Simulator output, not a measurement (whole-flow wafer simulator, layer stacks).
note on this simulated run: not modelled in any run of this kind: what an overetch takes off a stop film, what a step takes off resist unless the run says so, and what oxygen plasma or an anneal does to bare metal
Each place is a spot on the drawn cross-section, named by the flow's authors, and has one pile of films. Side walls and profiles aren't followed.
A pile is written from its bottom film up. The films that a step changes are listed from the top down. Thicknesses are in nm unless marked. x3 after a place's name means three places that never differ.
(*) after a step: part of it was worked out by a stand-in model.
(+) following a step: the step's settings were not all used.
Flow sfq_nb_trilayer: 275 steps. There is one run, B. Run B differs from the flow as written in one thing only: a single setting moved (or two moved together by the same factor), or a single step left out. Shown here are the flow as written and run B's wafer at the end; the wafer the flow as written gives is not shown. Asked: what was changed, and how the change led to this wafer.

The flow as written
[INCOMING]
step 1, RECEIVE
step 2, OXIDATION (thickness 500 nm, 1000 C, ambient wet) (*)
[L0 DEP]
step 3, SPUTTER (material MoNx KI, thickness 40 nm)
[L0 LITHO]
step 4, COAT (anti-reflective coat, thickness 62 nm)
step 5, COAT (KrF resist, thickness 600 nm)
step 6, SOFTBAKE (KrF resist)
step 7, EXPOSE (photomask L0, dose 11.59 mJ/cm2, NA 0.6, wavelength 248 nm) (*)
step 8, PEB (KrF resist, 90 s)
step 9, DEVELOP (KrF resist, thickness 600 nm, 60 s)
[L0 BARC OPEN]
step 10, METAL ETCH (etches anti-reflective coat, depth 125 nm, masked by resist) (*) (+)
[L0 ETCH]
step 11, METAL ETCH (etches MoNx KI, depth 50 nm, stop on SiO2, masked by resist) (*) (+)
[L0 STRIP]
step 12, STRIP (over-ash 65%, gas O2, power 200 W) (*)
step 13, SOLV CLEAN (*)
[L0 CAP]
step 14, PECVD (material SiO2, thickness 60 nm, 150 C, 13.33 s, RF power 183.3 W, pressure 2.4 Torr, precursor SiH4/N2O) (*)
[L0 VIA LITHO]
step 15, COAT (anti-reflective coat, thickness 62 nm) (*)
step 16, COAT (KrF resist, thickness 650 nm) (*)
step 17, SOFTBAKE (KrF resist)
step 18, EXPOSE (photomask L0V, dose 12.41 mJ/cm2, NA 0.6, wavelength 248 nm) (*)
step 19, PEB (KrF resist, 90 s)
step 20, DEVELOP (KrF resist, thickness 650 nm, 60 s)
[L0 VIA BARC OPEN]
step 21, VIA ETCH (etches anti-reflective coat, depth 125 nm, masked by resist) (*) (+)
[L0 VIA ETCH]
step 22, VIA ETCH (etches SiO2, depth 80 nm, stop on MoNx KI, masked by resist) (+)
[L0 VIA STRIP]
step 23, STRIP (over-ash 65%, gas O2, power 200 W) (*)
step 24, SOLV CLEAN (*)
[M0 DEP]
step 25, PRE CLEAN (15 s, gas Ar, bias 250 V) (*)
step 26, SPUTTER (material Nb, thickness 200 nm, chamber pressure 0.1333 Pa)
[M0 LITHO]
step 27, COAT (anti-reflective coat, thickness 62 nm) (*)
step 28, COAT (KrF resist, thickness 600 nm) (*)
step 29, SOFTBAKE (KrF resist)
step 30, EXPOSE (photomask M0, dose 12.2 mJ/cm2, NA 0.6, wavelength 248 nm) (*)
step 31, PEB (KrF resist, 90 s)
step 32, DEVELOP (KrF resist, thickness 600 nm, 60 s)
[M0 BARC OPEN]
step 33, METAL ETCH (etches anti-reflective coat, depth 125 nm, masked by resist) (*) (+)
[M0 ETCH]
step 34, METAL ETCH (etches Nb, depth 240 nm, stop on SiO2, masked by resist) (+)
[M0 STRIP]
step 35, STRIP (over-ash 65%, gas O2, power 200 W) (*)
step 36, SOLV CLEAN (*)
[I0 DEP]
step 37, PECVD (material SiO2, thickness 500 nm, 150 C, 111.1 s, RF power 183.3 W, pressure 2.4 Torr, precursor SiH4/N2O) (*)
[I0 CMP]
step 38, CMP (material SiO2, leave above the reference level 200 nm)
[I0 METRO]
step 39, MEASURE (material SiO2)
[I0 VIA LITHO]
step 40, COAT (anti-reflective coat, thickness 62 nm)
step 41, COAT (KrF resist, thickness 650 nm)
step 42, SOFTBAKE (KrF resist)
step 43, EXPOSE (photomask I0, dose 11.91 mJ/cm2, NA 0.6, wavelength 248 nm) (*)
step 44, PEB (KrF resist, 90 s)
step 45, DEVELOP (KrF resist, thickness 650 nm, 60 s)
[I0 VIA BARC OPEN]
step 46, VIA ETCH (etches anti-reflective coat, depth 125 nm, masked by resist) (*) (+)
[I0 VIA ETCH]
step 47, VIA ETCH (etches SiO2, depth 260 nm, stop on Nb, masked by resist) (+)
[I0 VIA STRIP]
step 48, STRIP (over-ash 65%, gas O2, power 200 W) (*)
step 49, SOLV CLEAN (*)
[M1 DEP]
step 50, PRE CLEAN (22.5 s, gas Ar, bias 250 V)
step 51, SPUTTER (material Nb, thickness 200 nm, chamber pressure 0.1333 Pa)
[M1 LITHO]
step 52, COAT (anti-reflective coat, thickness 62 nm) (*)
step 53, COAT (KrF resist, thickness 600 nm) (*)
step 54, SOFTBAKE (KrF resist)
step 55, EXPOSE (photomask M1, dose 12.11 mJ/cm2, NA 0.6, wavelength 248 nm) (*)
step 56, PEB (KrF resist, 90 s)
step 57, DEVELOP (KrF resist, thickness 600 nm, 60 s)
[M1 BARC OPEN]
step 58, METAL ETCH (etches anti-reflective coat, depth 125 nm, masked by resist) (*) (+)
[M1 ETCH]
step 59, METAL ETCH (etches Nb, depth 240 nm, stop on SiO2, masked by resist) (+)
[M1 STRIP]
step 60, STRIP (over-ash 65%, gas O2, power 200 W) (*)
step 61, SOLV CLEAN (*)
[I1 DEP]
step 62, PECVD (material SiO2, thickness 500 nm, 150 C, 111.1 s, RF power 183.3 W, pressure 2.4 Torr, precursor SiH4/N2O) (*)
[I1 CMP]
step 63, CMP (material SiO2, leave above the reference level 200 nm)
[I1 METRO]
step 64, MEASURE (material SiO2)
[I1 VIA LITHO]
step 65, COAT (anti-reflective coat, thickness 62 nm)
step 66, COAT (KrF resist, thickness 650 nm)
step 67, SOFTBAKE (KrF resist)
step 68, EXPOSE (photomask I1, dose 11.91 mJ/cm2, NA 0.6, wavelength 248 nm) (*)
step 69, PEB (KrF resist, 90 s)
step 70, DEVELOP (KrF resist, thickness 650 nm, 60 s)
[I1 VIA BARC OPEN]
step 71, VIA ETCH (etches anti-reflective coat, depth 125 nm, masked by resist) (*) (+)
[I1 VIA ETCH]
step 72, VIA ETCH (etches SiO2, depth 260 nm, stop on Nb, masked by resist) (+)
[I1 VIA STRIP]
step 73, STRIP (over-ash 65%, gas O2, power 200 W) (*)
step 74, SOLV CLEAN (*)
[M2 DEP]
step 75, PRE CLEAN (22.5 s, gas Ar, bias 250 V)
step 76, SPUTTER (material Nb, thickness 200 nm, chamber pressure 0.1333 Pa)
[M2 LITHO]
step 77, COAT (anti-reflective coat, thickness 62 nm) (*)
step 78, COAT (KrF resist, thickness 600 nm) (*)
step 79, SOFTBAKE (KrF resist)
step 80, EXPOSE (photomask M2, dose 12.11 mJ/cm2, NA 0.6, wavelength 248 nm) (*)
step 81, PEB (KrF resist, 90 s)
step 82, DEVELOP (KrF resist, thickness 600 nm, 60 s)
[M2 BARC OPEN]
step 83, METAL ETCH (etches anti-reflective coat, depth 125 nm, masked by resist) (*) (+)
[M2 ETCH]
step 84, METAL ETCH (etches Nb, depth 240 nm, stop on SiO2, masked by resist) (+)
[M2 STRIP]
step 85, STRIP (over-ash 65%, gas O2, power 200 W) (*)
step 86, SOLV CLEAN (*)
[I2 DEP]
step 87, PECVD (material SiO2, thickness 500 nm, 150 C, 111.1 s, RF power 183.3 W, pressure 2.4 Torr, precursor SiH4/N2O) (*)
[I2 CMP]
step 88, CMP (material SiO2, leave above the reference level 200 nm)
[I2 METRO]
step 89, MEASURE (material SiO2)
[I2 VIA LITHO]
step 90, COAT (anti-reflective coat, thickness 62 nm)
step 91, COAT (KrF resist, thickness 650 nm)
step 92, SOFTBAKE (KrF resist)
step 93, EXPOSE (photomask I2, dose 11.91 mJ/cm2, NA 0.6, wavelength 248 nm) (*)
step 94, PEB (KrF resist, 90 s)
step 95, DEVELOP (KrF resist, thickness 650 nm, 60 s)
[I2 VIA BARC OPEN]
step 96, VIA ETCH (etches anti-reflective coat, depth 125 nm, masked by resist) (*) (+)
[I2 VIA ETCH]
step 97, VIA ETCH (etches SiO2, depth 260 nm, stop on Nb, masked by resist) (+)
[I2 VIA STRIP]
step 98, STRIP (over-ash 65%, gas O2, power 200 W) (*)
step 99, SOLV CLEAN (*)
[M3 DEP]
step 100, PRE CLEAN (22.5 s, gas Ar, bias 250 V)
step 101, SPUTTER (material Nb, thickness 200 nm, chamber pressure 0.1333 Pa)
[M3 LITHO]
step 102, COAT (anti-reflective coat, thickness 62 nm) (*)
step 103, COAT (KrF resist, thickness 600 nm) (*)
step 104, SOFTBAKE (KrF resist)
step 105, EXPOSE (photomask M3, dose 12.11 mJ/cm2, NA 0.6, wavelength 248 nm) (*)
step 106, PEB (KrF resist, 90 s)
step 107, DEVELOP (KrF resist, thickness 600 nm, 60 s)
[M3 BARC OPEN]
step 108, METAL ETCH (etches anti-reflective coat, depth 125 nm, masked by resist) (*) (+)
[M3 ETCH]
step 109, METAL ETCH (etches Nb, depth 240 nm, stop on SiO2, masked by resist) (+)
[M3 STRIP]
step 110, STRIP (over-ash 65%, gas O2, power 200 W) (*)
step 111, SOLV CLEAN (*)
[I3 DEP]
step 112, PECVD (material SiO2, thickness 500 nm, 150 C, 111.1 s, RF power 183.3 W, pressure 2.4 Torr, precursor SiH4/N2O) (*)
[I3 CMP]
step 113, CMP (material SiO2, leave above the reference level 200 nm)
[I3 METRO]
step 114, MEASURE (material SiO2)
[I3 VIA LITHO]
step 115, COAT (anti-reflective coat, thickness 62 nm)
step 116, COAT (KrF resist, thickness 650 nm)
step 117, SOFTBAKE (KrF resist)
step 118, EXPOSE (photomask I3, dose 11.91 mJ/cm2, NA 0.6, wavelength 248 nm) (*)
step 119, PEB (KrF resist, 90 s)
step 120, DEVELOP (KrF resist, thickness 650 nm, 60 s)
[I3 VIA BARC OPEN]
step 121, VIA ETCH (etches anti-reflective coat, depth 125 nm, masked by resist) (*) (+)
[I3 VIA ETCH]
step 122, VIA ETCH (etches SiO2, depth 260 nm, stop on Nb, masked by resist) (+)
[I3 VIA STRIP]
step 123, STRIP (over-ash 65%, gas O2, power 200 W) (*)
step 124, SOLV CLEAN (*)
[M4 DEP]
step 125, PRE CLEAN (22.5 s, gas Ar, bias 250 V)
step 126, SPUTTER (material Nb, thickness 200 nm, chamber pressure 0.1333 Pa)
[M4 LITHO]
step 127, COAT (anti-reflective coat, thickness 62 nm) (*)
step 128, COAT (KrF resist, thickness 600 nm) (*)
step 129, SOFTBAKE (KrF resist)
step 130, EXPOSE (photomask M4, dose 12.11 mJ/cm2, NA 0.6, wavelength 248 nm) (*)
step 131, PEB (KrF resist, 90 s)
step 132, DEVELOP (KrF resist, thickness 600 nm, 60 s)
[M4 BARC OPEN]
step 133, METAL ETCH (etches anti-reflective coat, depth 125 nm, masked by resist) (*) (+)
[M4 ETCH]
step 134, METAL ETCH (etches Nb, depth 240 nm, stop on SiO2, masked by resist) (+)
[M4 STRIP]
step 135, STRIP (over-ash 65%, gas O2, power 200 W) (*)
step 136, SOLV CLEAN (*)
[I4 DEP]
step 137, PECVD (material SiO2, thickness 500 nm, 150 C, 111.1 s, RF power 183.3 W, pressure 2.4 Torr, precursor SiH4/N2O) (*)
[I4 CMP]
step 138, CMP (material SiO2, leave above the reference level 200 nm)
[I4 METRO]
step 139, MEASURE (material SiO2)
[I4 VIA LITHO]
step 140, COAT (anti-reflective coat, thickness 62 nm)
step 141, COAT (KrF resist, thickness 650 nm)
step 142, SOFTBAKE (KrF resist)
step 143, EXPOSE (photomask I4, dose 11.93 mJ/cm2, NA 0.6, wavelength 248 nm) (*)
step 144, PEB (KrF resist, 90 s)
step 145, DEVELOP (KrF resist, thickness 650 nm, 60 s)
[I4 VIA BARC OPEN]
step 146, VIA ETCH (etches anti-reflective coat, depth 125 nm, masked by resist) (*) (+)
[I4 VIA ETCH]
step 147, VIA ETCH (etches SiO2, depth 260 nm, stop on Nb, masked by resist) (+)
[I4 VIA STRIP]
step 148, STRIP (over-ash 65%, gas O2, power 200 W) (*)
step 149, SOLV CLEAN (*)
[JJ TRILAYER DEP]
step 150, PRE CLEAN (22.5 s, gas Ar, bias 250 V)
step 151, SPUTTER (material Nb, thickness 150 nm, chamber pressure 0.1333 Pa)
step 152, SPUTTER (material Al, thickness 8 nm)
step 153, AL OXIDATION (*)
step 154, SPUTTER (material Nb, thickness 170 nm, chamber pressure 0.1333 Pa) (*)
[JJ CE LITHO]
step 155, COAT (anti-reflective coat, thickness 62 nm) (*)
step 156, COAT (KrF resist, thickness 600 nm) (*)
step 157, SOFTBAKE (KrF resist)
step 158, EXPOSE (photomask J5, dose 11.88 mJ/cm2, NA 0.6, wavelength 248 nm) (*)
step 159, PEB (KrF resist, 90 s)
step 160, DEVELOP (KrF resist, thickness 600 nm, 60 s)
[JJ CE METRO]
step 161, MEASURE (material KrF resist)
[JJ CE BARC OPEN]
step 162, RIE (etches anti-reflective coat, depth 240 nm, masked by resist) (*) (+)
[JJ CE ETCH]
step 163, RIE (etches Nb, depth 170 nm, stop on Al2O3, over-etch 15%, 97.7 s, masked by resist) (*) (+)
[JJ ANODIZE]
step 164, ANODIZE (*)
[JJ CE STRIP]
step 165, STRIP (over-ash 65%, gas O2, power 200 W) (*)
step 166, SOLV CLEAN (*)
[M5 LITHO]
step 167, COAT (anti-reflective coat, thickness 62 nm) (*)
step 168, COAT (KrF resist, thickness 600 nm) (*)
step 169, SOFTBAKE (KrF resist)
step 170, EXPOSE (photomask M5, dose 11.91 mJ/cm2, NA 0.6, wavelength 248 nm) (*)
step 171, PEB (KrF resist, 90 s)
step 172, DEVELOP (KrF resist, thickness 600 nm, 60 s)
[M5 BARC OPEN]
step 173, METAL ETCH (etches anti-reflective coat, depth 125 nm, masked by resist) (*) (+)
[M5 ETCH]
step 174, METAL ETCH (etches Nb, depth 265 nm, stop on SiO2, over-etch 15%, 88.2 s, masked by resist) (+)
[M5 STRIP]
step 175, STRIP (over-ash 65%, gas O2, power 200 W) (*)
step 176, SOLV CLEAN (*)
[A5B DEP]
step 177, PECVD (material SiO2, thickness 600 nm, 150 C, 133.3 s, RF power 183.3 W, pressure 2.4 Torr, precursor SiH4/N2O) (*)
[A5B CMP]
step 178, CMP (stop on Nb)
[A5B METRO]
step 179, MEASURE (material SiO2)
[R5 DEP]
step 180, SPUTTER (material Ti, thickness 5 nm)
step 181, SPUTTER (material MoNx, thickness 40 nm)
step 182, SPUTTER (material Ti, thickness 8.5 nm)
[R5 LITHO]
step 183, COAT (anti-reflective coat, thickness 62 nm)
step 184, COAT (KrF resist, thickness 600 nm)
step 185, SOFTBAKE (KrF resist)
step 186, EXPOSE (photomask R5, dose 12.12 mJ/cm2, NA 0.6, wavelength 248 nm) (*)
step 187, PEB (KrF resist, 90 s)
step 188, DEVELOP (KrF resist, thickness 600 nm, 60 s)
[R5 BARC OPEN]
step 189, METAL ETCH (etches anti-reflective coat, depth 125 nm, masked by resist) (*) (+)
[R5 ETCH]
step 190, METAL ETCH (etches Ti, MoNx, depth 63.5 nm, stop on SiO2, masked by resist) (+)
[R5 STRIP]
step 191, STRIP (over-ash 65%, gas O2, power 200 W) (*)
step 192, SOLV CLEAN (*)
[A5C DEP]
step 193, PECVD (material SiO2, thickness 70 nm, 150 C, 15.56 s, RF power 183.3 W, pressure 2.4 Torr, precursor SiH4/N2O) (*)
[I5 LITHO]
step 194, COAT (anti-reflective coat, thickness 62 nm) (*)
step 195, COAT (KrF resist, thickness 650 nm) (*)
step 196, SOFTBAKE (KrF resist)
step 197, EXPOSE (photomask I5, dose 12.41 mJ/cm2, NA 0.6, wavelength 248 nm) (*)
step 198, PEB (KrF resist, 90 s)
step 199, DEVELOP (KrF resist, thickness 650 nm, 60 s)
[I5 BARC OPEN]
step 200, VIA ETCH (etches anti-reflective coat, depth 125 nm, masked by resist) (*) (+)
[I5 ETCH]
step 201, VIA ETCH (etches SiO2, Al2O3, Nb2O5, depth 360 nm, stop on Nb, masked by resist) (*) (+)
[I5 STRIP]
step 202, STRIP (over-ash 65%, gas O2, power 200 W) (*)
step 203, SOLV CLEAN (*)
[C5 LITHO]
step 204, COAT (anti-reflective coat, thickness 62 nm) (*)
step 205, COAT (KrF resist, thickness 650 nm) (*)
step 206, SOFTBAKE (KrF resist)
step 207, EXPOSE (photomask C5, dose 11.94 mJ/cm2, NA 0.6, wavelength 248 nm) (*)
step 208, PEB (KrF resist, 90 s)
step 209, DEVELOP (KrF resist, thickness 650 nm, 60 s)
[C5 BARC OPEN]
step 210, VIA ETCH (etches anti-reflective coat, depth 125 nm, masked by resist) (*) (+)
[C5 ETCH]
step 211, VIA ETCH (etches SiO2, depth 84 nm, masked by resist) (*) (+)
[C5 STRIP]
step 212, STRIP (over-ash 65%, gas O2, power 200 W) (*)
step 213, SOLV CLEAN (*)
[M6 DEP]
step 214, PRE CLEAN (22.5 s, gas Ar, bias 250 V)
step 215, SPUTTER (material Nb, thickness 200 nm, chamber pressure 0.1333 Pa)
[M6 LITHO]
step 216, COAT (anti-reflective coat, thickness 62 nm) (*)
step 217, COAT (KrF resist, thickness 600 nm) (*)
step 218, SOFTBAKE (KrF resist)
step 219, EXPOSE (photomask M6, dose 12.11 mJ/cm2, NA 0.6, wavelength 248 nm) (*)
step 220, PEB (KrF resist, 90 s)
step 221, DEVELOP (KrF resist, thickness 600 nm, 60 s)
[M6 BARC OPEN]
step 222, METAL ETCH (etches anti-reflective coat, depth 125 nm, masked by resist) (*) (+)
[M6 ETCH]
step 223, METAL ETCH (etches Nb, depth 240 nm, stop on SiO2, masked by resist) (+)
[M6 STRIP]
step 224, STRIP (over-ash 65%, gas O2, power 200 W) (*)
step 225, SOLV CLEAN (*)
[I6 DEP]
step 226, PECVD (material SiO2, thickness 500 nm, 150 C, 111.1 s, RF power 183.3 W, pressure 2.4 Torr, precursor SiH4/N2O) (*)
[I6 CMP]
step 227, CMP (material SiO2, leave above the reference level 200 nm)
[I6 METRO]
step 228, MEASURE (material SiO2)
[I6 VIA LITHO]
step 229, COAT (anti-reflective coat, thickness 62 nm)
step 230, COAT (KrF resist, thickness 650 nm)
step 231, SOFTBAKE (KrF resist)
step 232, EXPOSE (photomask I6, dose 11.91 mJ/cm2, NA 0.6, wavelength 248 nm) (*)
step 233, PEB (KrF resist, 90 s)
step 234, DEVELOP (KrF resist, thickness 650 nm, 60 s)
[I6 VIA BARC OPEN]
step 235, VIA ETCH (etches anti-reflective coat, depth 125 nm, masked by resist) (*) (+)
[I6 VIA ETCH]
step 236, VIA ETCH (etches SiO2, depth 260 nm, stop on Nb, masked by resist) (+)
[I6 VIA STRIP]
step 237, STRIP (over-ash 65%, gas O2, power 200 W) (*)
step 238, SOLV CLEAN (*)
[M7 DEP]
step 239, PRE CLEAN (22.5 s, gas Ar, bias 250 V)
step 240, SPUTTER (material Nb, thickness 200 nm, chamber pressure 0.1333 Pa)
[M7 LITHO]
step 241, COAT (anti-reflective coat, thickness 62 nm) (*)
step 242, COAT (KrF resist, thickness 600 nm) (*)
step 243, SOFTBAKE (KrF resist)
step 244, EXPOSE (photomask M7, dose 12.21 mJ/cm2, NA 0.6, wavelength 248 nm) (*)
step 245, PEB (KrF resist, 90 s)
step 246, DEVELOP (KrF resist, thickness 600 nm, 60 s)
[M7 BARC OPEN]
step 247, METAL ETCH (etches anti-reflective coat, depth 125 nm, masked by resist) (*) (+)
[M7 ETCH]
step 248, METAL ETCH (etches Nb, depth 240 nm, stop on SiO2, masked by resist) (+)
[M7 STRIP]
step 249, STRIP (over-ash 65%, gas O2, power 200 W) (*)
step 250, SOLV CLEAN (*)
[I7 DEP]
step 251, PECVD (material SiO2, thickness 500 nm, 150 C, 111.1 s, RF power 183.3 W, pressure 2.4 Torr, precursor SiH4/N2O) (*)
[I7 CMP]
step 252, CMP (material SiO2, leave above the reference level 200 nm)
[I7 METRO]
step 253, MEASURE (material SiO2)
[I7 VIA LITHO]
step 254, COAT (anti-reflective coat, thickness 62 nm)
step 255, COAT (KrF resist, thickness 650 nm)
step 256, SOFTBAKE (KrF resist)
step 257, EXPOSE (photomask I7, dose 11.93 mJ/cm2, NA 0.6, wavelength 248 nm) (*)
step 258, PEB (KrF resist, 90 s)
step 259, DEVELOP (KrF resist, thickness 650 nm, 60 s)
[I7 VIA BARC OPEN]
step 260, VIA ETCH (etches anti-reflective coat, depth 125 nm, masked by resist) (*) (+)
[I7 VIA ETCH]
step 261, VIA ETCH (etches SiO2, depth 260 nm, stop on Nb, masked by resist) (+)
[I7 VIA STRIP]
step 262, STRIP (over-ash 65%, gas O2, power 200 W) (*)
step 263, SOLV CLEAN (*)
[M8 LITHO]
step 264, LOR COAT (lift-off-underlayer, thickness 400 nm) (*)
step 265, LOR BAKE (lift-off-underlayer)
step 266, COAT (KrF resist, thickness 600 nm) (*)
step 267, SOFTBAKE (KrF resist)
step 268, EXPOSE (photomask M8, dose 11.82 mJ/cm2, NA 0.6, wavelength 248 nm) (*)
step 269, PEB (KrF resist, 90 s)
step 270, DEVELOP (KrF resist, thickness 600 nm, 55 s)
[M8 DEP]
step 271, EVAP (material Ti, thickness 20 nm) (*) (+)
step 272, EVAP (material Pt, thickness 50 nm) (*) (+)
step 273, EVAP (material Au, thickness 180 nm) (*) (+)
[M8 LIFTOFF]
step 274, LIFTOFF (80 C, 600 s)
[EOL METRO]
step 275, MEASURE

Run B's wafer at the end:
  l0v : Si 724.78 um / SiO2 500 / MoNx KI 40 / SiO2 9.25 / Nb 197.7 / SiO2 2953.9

Cause: step 22, VIA ETCH: depth 45.6 nm was run, whereas the flow has depth 80 nm.

The path from the change to this, step by step:
  step 22, VIA ETCH (etches SiO2, depth 80 nm, stop on MoNx KI, masked by resist) (+)
      l0v: -45.6 SiO2 (it would be, as written: -59.8 SiO2 (all of it))
      field_l, v_sur, via_wl and 102 more: -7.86 KrF resist (it would be, as written: -13.8 KrF resist)
  step 25, PRE CLEAN (15 s, gas Ar, bias 250 V) (*)
      l0v: -5 SiO2 (it would be, as written: -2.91 MoNx KI)
  step 27, COAT (anti-reflective coat, thickness 62 nm) (*)
      l0_sur: +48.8 anti-reflective coat (new film) (it would be, as written: +47.5 anti-reflective coat (new film))
      l0v: +74.3 anti-reflective coat (new film) (it would be, as written: +78 anti-reflective coat (new film))
  step 35, STRIP (over-ash 65%, gas O2, power 200 W) (*)
      l0_sur: -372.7 KrF resist (all of it), -48.8 anti-reflective coat (all of it) (it would be, as written: -372 KrF resist (all of it), -47.5 anti-reflective coat (all of it))
      l0v: -397.7 KrF resist (all of it), -74.3 anti-reflective coat (all of it) (it would be, as written: -405.3 KrF resist (all of it), -78 anti-reflective coat (all of it))
  step 38, CMP (material SiO2, leave above the reference level 200 nm)
      l0v: -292 SiO2 (it would be, as written: -277.8 SiO2)
If metal films that touch count as one body, l0v has 2 bodies (between them, from the top down: SiO2 9.25); the flow as written gives 1 body.
